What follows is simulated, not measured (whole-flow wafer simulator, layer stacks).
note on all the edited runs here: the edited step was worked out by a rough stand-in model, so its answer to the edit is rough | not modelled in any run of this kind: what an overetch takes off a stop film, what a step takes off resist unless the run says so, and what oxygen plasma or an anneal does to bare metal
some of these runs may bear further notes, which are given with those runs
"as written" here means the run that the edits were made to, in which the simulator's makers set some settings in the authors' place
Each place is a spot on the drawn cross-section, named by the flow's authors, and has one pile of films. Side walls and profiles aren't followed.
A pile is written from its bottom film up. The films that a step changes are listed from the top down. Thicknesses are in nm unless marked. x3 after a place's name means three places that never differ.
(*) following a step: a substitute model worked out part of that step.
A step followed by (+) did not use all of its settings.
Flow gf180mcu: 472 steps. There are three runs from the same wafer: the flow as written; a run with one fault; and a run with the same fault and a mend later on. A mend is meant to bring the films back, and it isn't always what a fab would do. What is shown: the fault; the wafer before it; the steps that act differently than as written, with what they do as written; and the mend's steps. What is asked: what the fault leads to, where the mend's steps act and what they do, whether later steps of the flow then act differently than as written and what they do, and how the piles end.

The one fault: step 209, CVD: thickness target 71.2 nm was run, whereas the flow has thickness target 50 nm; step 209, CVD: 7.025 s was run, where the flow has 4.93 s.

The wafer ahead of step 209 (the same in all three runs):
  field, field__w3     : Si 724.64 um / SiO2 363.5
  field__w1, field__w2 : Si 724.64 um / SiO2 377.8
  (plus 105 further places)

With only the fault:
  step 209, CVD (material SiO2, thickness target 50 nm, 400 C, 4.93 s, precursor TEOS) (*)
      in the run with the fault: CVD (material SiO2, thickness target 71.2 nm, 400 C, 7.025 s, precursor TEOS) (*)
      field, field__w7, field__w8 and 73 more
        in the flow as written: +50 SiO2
        in the run with the fault: +70.5 SiO2
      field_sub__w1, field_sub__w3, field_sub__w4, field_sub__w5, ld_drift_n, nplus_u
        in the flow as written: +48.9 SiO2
        in the run with the fault: +69 SiO2
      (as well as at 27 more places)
  Steps further on in the flow that do not act as written (8 other steps are not shown; they differ only slightly, by no more than 2% or 0.5 nm, whichever is larger):
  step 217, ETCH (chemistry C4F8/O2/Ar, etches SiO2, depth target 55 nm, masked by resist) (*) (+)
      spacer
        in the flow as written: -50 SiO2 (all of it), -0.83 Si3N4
        in the run with the fault: -55 SiO2
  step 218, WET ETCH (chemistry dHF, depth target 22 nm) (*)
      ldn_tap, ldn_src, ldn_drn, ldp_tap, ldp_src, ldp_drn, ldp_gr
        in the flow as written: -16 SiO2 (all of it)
        in the run with the fault: -35.3 SiO2
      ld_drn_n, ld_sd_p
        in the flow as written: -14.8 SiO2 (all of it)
        in the run with the fault: -34.1 SiO2
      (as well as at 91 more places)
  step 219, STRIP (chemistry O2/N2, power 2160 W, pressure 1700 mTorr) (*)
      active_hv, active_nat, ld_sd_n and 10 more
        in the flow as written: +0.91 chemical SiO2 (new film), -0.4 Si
        in the run with the fault: nothing
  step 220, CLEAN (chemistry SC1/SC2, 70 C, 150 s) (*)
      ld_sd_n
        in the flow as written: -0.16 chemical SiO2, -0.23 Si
        in the run with the fault: -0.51 SiO2 (all of it)
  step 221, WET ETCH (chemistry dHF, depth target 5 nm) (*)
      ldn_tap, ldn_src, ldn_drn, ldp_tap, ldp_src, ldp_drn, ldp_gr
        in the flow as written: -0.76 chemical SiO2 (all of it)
        in the run with the fault: -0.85 SiO2 (all of it)
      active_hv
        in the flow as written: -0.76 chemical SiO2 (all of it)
        in the run with the fault: -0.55 SiO2 (all of it)
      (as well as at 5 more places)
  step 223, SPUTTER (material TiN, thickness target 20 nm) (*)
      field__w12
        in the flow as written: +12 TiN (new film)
        in the run with the fault: +12.7 TiN (new film)
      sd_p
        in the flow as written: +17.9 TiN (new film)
        in the run with the fault: +17.2 TiN (new film)
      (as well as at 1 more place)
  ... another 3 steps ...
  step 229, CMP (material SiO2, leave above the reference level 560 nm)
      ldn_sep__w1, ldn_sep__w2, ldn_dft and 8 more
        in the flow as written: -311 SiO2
        in the run with the fault: -319.5 SiO2
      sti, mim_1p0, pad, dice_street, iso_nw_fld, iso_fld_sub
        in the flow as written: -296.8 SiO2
        in the run with the fault: -305.3 SiO2
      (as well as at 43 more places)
  The piles end different from the flow's at sd_p by more than 2% or 0.5 nm, whichever is larger.
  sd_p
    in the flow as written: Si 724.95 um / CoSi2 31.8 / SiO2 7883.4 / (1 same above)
    in the run with the fault: Si 724.95 um / CoSi2 30.7 / SiO2 7883.4 / (1 same above)

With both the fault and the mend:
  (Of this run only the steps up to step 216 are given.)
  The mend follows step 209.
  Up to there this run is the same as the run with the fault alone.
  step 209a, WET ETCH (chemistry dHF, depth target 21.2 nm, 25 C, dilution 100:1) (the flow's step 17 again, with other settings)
      field, field__w1, field__w2 and 106 more
        -21.2 SiO2
  Later steps of the flow up to step 216 that are run all act as written at every place that is followed, up to a difference of at most 2% or 0.5 nm, whichever is larger.
  The piles after step 216 differ from the flow's at ld_sd_n, ld_drn_p, pplus_u by more than 2% or 0.5 nm, whichever is larger.
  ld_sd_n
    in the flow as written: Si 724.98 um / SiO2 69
    in the run with the mend: Si 724.98 um / SiO2 67.6
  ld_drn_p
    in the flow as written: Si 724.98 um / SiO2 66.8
    in the run with the mend: Si 724.98 um / SiO2 64.4
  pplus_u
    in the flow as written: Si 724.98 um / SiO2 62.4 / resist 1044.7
    in the run with the mend: Si 724.98 um / SiO2 61.1 / resist 1043.8
